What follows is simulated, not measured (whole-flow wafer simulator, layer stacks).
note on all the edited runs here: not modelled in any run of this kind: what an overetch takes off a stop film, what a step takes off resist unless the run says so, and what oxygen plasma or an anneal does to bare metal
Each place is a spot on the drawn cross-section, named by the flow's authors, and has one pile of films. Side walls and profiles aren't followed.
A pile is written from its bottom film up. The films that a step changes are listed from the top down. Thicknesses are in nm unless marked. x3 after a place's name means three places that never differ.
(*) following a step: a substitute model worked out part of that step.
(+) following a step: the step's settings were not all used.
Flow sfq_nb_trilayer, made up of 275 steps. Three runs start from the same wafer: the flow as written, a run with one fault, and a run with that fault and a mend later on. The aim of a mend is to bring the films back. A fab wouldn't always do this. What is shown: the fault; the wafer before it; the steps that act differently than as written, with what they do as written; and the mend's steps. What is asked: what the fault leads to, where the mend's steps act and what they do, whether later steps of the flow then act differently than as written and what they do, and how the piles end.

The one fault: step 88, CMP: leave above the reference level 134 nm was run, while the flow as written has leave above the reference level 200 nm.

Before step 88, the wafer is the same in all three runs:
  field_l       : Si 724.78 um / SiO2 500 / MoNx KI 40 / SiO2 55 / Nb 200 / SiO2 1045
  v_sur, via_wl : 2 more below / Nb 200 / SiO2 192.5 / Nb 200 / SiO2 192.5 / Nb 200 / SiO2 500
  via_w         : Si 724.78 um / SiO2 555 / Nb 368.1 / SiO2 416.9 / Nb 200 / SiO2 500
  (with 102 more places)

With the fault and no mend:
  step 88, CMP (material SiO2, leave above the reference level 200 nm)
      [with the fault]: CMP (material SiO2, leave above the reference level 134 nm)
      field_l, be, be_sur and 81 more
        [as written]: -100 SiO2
        [with the fault]: -166 SiO2
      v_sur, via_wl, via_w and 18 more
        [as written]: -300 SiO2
        [with the fault]: -366 SiO2
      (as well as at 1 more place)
  Later steps of the flow acting differently than as written (4 more steps, not shown, differ only slightly: by at most 2% or 0.5 nm, whichever is larger):
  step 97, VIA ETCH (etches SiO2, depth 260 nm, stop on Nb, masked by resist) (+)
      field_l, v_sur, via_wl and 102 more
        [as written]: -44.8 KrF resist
        [with the fault]: -34.6 KrF resist
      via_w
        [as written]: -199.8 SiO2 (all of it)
        [with the fault]: -133.8 SiO2 (all of it)
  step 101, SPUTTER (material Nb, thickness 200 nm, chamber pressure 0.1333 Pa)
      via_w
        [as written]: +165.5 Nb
        [with the fault]: +180.1 Nb
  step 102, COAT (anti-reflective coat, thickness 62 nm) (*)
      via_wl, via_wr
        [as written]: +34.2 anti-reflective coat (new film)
        [with the fault]: +35.9 anti-reflective coat (new film)
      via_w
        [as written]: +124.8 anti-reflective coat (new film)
        [with the fault]: +109.5 anti-reflective coat (new film)
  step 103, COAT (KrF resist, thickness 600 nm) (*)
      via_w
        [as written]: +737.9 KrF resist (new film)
        [with the fault]: +683.3 KrF resist (new film)
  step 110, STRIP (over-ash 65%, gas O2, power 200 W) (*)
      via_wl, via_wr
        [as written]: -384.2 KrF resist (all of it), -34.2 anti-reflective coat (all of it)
        [with the fault]: -390.7 KrF resist (all of it), -35.9 anti-reflective coat (all of it)
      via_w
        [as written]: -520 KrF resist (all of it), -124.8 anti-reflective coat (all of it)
        [with the fault]: -465.5 KrF resist (all of it), -109.5 anti-reflective coat (all of it)
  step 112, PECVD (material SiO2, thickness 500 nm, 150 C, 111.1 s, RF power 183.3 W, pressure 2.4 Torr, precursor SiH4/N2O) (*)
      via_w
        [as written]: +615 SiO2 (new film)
        [with the fault]: +509.9 SiO2 (new film)
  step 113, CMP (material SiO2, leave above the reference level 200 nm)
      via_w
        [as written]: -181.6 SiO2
        [with the fault]: -157.1 SiO2
  At field_l, v_sur, via_wl and 102 more, the piles at the end differ from the flow's by more than 2% or 0.5 nm, whichever is larger.
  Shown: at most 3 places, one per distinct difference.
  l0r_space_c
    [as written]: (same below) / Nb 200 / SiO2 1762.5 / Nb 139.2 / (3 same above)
    [with the fault]: (same below) / Nb 200 / SiO2 1696.5 / Nb 139.2 / (3 same above)
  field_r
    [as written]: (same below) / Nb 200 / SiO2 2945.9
    [with the fault]: (same below) / Nb 200 / SiO2 2879.9
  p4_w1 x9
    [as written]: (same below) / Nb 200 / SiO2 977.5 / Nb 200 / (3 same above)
    [with the fault]: (same below) / Nb 200 / SiO2 911.5 / Nb 200 / (3 same above)

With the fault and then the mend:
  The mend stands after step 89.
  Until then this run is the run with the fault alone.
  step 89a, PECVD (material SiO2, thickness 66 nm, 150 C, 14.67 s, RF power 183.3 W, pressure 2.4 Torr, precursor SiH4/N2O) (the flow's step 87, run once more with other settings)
      field_l, v_sur, via_wl and 103 more
        +66 SiO2
  Later steps of the flow that are run all act as written at every place that is followed, up to a difference of at most 2% or 0.5 nm, whichever is larger.
  At every place that both follow, the piles at the end match the flow's.
